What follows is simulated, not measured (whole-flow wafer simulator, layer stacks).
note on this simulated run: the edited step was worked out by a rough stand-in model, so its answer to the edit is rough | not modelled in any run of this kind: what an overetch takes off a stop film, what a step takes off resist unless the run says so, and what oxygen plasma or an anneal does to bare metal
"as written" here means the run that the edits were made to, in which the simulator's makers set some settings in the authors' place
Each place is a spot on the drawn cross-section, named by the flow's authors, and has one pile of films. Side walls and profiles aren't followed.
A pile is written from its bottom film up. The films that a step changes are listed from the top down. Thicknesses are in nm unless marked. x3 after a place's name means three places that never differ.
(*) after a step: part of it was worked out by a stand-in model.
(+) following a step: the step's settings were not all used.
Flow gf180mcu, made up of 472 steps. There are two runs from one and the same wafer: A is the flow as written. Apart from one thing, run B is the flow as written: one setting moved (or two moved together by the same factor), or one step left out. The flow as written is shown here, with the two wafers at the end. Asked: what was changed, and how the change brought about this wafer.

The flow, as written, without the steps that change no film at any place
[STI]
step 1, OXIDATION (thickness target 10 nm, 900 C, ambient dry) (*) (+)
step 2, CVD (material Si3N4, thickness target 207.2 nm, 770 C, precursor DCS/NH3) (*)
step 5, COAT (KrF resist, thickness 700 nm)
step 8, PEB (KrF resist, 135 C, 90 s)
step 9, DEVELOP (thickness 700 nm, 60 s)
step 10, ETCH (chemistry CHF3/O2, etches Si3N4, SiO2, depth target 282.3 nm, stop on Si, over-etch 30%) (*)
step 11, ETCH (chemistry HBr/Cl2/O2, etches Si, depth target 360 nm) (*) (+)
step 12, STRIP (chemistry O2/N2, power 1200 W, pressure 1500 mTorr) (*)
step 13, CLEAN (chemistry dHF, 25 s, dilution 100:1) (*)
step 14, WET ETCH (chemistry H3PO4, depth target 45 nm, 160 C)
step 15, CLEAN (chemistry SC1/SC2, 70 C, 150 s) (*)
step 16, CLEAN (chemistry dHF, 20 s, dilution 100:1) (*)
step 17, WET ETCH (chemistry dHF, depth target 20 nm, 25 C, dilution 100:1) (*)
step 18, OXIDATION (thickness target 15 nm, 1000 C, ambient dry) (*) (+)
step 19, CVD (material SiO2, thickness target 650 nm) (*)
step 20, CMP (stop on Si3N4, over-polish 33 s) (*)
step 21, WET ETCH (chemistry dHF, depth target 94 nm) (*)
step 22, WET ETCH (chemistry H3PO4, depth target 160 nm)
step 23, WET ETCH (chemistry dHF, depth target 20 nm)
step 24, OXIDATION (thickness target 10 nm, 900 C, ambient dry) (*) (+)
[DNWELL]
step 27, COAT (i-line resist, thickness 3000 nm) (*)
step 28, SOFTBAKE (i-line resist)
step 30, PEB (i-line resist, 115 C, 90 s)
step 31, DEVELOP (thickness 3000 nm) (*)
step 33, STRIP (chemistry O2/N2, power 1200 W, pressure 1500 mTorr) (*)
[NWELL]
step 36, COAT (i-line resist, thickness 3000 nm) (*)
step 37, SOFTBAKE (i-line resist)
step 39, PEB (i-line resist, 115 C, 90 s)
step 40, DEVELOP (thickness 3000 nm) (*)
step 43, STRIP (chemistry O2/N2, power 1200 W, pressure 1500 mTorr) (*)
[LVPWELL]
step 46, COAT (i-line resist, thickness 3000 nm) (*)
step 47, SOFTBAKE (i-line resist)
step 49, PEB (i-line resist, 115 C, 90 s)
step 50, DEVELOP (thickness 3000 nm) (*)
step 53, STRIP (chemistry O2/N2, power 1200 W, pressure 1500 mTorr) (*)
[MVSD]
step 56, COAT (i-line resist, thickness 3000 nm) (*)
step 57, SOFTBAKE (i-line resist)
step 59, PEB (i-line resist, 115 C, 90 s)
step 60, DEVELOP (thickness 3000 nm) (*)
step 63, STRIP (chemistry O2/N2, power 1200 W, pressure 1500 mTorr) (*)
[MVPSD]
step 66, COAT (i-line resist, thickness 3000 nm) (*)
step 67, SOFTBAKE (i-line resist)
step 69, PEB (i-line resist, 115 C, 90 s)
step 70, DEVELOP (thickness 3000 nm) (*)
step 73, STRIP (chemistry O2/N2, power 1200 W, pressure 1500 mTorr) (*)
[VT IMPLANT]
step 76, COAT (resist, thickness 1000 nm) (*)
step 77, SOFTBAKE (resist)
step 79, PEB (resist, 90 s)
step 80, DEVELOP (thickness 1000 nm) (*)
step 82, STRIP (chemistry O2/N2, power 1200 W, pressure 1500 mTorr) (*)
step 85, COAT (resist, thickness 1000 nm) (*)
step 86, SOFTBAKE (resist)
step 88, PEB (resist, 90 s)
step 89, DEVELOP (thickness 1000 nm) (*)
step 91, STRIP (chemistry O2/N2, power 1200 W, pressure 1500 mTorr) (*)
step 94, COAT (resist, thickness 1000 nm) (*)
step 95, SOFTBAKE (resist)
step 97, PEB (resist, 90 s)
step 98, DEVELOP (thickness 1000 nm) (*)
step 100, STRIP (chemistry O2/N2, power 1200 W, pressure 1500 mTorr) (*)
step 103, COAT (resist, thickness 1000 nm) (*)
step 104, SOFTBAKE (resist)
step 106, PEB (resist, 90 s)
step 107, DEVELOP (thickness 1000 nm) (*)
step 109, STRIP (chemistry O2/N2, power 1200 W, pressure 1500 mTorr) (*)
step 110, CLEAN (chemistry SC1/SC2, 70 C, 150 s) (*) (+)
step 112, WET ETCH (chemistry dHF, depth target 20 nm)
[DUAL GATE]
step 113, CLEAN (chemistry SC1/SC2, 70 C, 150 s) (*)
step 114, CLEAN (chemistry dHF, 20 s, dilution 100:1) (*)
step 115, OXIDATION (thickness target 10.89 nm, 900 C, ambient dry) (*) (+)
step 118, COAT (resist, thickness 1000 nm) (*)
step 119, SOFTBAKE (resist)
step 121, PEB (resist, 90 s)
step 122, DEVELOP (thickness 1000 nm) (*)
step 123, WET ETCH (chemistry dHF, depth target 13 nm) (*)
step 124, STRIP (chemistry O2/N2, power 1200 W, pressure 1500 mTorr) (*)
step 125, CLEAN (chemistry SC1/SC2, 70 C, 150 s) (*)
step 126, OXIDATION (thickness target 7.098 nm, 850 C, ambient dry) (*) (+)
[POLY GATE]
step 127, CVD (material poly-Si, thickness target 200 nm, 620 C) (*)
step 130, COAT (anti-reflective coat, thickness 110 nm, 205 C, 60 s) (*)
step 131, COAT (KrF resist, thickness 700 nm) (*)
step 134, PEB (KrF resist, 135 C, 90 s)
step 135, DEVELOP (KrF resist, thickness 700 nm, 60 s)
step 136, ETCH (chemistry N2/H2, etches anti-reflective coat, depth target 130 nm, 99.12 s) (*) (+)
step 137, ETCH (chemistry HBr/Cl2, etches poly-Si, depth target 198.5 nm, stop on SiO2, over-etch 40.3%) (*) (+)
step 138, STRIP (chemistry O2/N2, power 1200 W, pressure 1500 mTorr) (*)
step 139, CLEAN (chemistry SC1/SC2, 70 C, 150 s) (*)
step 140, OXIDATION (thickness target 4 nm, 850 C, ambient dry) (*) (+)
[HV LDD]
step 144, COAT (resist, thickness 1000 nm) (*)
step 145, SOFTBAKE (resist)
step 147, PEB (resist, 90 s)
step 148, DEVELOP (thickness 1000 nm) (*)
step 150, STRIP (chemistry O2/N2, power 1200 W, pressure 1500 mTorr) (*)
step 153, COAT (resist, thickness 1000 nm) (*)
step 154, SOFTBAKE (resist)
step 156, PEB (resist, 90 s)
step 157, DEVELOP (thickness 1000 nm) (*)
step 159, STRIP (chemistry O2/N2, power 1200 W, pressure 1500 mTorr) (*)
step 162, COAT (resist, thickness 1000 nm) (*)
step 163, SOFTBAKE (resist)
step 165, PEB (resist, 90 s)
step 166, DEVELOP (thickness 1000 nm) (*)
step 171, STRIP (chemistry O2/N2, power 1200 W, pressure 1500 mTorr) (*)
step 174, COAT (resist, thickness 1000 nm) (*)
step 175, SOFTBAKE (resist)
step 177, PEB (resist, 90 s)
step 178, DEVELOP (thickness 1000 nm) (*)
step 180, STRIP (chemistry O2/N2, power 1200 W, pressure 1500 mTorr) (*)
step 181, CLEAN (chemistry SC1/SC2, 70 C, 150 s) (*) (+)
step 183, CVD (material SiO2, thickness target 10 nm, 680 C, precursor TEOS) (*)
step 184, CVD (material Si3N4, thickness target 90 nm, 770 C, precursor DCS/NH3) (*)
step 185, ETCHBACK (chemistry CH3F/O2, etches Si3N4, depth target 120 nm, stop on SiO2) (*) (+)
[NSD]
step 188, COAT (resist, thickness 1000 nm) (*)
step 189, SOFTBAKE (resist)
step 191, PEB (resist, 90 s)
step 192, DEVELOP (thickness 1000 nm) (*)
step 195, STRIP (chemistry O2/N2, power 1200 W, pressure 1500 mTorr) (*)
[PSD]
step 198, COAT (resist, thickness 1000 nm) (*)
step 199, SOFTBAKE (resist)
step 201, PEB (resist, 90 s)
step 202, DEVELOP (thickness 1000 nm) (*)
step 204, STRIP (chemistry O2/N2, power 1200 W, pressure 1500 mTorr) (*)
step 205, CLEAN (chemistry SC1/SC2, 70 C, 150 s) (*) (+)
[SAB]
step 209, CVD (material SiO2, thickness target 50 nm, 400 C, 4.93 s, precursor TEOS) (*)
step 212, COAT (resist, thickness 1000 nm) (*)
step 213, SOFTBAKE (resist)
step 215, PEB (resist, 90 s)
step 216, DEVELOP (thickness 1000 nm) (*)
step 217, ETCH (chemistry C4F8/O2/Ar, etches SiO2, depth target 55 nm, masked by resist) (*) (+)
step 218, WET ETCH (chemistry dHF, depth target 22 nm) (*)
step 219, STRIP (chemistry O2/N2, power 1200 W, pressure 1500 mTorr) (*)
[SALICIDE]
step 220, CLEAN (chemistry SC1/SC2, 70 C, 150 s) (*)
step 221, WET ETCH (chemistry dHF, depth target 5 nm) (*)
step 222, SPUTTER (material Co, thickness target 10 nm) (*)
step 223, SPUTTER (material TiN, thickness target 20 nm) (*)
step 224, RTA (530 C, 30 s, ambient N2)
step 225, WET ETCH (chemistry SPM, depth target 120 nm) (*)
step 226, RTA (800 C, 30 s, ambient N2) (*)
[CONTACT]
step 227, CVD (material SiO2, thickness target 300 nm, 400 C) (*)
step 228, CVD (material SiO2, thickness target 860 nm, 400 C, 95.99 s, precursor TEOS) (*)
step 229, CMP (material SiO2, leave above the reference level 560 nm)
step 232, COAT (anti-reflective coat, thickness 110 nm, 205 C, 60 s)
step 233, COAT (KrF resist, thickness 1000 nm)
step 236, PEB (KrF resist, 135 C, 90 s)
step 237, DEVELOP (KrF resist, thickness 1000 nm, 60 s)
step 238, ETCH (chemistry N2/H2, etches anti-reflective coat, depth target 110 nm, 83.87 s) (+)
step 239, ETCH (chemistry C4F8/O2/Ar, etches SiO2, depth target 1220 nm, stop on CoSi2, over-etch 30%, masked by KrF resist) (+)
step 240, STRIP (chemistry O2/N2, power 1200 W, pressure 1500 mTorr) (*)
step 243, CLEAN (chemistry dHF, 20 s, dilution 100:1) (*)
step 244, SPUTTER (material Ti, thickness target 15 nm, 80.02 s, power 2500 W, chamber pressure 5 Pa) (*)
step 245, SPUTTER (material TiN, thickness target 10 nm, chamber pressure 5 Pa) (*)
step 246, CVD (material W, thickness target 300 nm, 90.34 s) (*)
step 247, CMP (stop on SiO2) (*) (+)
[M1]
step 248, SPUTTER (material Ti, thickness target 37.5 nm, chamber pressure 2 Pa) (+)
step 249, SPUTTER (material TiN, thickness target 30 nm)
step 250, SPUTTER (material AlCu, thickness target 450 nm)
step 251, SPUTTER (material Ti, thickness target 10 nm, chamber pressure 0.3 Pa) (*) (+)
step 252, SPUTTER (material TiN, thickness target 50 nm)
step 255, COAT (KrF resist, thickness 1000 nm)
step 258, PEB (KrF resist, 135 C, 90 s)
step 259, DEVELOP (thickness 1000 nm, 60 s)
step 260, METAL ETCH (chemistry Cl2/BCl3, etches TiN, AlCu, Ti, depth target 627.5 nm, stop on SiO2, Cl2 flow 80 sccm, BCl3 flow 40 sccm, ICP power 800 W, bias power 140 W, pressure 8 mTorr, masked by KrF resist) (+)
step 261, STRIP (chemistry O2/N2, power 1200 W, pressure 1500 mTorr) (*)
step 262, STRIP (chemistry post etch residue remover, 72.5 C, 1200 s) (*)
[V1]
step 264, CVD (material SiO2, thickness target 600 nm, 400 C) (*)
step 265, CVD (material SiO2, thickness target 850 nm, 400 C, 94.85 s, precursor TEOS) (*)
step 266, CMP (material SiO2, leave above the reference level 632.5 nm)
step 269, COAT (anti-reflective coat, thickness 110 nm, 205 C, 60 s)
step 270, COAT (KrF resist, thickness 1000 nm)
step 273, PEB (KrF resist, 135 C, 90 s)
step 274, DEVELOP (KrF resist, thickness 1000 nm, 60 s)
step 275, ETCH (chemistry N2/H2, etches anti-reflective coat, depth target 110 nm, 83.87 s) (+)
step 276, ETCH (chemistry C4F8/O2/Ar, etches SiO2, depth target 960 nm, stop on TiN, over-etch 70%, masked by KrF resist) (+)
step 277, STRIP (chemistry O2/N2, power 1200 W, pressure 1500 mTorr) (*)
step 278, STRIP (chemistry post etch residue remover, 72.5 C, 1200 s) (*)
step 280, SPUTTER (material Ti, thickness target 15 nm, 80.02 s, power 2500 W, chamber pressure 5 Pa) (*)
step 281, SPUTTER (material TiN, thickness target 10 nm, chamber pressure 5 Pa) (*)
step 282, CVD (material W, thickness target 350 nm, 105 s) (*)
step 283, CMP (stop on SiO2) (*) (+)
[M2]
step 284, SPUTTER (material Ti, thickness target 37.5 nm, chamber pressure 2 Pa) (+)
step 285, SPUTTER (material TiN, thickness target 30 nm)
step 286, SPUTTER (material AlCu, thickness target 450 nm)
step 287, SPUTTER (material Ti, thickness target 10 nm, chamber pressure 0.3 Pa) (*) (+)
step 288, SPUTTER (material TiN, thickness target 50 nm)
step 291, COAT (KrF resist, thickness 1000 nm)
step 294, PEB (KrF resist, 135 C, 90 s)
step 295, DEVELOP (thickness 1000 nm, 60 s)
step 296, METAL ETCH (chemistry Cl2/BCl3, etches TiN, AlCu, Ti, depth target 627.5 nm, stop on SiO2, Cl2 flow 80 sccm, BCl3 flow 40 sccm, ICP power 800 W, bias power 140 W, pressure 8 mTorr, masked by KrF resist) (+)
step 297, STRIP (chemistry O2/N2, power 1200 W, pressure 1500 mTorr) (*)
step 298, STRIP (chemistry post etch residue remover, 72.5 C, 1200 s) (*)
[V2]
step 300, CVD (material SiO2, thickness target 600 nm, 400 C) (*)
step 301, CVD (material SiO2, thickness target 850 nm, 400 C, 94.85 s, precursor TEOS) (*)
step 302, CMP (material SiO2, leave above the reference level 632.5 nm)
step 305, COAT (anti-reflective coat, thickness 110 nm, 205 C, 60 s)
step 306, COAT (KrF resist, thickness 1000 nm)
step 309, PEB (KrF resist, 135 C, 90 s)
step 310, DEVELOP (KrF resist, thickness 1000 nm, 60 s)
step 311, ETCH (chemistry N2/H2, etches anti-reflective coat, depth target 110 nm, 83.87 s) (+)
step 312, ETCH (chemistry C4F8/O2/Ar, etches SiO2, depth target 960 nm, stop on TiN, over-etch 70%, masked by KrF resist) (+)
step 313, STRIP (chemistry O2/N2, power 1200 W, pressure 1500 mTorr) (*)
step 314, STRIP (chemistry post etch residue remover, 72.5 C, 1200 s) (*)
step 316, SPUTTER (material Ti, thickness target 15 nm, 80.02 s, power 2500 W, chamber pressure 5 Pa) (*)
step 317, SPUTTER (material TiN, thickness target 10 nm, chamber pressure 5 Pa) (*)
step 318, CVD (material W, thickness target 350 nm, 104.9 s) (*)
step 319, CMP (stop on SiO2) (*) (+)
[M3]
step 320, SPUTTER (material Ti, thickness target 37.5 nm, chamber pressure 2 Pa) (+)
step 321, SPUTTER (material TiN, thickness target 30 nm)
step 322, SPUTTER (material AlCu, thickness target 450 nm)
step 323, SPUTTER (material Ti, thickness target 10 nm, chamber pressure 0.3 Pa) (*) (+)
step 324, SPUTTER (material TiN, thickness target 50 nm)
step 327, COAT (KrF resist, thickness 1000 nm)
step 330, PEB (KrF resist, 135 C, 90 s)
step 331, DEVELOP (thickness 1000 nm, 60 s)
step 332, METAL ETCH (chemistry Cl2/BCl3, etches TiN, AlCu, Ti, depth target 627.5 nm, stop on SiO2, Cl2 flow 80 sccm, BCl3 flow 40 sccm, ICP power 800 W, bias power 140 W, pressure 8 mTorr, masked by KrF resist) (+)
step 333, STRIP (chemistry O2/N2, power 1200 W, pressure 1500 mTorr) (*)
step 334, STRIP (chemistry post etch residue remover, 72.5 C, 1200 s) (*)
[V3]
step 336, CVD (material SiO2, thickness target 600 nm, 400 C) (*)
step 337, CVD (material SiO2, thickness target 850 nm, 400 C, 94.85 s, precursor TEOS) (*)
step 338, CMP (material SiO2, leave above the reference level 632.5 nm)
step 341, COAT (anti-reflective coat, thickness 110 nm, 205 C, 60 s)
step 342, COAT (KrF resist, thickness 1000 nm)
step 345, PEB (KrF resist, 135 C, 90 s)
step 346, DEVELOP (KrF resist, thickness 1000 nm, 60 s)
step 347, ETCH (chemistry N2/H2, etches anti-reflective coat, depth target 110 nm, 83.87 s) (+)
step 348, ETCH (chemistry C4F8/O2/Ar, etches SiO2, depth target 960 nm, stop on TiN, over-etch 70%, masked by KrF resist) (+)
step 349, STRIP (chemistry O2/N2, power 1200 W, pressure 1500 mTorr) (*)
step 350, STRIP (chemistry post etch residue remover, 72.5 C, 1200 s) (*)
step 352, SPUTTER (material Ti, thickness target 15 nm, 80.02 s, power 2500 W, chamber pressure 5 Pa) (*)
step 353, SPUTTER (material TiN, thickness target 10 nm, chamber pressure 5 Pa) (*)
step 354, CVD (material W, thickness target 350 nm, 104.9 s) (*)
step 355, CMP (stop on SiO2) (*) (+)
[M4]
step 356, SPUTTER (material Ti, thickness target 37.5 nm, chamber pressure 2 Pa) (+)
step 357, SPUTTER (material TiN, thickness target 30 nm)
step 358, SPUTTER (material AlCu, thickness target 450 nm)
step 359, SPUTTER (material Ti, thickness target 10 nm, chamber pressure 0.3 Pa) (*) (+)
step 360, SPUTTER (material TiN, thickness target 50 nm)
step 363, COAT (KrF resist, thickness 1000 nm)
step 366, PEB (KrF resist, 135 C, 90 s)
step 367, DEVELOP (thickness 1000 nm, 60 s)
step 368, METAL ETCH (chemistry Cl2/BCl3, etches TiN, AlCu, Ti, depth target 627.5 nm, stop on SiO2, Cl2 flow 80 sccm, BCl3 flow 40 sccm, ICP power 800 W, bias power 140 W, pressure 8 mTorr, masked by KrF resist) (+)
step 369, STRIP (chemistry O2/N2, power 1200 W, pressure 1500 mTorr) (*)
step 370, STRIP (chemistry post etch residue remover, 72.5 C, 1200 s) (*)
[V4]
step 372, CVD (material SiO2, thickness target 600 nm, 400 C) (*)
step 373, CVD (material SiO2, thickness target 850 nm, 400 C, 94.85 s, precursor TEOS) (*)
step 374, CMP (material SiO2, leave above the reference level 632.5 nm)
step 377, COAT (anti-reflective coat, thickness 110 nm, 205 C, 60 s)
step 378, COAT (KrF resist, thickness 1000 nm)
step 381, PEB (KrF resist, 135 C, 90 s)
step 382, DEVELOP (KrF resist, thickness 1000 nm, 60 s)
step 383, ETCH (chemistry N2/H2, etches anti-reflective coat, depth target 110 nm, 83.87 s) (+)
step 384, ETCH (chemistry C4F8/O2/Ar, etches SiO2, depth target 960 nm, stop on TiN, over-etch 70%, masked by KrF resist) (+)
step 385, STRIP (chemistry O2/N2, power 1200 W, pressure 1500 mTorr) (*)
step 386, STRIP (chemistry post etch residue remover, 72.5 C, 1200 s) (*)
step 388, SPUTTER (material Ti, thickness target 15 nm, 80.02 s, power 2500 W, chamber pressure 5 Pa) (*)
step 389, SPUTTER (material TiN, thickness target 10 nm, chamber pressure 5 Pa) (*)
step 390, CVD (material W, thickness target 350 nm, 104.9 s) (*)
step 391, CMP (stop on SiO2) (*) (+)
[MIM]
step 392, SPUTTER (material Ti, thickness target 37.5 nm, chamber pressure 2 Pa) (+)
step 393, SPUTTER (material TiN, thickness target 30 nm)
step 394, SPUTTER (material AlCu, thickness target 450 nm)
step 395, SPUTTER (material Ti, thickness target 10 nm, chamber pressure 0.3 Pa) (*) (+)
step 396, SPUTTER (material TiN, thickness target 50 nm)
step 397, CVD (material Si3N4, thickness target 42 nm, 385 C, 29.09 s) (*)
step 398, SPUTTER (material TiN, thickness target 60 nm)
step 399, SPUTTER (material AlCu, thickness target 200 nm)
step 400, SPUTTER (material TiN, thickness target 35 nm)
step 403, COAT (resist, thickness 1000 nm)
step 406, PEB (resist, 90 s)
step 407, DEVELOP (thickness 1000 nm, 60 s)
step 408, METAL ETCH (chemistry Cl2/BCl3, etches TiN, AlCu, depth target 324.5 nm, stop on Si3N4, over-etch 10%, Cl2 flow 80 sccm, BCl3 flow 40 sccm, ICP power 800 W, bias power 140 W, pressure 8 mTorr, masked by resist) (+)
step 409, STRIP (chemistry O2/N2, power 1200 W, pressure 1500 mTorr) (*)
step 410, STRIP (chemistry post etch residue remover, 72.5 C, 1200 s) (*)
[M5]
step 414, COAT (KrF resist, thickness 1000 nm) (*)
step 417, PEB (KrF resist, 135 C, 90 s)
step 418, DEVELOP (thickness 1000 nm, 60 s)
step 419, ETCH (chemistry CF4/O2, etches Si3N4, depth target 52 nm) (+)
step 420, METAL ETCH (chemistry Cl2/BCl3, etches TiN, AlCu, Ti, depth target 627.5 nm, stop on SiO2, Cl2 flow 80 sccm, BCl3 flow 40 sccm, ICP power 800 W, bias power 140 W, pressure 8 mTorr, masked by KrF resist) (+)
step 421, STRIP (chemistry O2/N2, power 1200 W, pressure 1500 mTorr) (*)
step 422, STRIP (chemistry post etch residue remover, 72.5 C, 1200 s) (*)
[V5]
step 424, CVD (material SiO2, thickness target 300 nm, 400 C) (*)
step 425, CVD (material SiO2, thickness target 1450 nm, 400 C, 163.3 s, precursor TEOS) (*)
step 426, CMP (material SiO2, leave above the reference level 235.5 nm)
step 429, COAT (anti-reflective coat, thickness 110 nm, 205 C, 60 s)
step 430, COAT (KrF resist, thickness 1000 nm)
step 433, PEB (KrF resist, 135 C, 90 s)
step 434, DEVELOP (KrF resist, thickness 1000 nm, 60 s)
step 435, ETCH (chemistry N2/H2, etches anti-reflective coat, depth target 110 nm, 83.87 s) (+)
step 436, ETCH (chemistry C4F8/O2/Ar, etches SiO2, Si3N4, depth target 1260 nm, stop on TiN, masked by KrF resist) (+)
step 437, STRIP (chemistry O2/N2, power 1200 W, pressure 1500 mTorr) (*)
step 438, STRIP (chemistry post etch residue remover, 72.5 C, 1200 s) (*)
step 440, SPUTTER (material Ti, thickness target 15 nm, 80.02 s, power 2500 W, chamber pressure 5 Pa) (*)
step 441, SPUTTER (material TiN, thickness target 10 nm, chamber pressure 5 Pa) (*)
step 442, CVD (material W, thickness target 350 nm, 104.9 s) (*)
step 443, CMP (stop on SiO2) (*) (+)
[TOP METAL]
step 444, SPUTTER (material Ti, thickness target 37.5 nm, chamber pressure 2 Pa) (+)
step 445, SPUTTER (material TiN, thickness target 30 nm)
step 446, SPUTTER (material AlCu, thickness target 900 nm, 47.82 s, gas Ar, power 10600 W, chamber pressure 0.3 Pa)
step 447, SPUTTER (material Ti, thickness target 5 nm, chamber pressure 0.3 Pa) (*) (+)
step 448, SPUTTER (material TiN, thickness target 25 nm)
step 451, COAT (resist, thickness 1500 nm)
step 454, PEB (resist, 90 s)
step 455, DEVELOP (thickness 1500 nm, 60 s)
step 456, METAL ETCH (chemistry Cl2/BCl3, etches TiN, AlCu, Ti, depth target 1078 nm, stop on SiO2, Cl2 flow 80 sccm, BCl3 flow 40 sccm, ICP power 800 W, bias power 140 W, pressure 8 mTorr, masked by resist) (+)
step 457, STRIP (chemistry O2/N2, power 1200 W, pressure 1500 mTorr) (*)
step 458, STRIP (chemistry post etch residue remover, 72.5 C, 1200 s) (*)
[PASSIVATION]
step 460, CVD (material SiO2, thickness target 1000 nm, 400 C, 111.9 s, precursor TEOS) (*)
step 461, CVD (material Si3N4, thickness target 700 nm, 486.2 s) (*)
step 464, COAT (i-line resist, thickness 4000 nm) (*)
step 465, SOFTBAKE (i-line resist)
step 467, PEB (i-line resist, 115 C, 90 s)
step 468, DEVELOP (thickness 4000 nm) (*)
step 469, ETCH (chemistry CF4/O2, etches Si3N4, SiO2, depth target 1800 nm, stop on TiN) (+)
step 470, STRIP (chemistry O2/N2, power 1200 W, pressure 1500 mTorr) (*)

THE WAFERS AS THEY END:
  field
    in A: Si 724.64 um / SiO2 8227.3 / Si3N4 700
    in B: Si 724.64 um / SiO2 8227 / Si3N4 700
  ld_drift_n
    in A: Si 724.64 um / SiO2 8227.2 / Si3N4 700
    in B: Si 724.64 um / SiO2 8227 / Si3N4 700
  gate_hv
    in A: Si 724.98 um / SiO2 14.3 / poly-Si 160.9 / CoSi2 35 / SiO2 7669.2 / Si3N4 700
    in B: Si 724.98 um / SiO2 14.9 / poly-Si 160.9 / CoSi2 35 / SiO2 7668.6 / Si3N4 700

The reason: step 115, OXIDATION: thickness target 11.54 nm was run, though the flow has thickness target 10.89 nm.

Step by step, how the change led to this:
  step 115, OXIDATION (thickness target 10.89 nm, 900 C, ambient dry) (*) (+)
      active, n_well, p_well and 40 more: A SiO2 gains 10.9 (new film), Si loses 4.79 | B SiO2 gains 11.5 (new film), Si loses 5.08
  step 123, WET ETCH (chemistry dHF, depth target 13 nm) (*)
      active, n_well, p_well and 12 more: A SiO2 loses 10.9 (all of it) | B SiO2 loses 11.5 (all of it)
  step 189, SOFTBAKE (resist)
      field__w9: A resist gains 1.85 | B resist loses 1.05
  step 199, SOFTBAKE (resist)
      field__w9: A resist gains 1.85 | B resist loses 1.05
  step 218, WET ETCH (chemistry dHF, depth target 22 nm) (*)
      ld_drn_n, ld_sd_p: A SiO2 loses 14.8 (all of it) | B SiO2 loses 15.4 (all of it)
      active_hv: A SiO2 loses 15.1 (all of it) | B SiO2 loses 15.7 (all of it)
      (as well as at 4 more places)
